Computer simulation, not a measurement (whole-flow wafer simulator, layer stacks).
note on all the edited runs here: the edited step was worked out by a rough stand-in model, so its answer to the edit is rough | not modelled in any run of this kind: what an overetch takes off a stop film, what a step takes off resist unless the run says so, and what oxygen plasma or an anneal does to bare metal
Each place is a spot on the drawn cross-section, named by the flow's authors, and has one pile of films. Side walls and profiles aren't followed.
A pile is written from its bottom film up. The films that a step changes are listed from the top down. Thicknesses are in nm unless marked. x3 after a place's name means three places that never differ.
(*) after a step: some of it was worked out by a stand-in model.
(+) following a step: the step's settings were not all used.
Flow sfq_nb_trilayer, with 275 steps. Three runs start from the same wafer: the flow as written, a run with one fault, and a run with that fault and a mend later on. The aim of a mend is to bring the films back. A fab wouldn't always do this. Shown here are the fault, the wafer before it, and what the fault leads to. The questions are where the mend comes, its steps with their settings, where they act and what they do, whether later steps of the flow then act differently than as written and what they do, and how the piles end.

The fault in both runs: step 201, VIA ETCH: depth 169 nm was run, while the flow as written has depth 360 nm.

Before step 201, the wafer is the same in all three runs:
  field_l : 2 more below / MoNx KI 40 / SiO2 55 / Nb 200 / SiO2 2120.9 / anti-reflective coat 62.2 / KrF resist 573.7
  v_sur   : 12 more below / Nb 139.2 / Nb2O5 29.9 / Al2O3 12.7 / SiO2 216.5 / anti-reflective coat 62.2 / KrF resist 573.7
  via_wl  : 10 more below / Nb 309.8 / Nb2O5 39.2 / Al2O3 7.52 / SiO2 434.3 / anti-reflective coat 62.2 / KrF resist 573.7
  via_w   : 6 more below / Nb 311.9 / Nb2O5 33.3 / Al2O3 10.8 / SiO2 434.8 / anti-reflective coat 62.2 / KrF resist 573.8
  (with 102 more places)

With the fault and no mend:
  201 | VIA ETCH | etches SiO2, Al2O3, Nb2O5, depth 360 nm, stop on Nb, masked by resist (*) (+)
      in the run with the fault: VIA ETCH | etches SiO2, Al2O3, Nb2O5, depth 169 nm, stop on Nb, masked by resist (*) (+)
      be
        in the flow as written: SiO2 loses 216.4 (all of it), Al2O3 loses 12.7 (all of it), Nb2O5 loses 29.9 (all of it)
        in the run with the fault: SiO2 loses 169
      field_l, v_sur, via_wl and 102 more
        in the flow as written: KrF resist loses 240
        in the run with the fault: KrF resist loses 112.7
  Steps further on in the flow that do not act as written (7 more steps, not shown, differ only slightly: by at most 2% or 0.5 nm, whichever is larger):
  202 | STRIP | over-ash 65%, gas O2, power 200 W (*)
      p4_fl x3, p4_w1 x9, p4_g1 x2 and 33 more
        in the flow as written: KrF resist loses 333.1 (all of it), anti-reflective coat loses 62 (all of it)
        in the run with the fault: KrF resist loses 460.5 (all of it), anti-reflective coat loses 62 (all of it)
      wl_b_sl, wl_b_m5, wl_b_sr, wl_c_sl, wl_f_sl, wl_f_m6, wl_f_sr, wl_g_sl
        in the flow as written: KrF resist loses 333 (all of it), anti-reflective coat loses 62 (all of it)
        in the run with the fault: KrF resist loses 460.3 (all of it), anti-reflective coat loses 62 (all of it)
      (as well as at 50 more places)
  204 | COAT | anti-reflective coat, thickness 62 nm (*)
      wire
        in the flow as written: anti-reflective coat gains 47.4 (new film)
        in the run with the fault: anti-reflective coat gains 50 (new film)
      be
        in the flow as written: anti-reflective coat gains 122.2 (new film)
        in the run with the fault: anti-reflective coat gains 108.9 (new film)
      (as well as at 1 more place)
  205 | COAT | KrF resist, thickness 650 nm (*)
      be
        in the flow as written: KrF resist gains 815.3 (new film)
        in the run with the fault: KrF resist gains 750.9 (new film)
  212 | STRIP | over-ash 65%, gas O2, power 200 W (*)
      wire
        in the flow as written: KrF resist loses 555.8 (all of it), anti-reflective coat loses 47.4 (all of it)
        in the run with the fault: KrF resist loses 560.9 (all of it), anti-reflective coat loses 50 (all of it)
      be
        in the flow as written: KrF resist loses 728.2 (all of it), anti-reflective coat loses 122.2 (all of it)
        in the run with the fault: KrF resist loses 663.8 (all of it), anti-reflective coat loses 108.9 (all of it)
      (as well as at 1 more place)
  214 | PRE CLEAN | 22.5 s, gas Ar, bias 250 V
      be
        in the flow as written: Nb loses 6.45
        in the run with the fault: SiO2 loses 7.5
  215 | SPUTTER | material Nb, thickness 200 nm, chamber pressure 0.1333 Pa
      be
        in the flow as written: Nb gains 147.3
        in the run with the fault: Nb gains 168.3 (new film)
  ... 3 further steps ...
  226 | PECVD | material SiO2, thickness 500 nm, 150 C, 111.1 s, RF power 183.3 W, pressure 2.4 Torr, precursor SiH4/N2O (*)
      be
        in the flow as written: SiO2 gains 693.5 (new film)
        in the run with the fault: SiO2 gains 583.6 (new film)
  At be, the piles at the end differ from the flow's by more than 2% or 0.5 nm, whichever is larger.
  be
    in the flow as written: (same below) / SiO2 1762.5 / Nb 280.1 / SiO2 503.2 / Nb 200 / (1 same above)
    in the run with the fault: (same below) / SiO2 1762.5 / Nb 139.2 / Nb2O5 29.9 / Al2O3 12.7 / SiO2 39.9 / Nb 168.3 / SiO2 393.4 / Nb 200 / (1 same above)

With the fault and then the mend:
  After step 201 comes the mend.
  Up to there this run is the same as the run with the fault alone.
  201a | VIA ETCH | etches SiO2, Al2O3, Nb2O5, depth 191 nm, stop on Nb, masked by resist (*) (+) (the flow's step 201 again, with other settings)
      field_l, v_sur, via_wl and 102 more
        KrF resist loses 127.3
      be
        SiO2 loses 47.4 (all of it), Al2O3 loses 12.7 (all of it), Nb2O5 loses 29.9 (all of it)
  Every later step of the flow that is run acts as written at every place that is followed.
  The piles end the same as the flow's at every place that both follow.
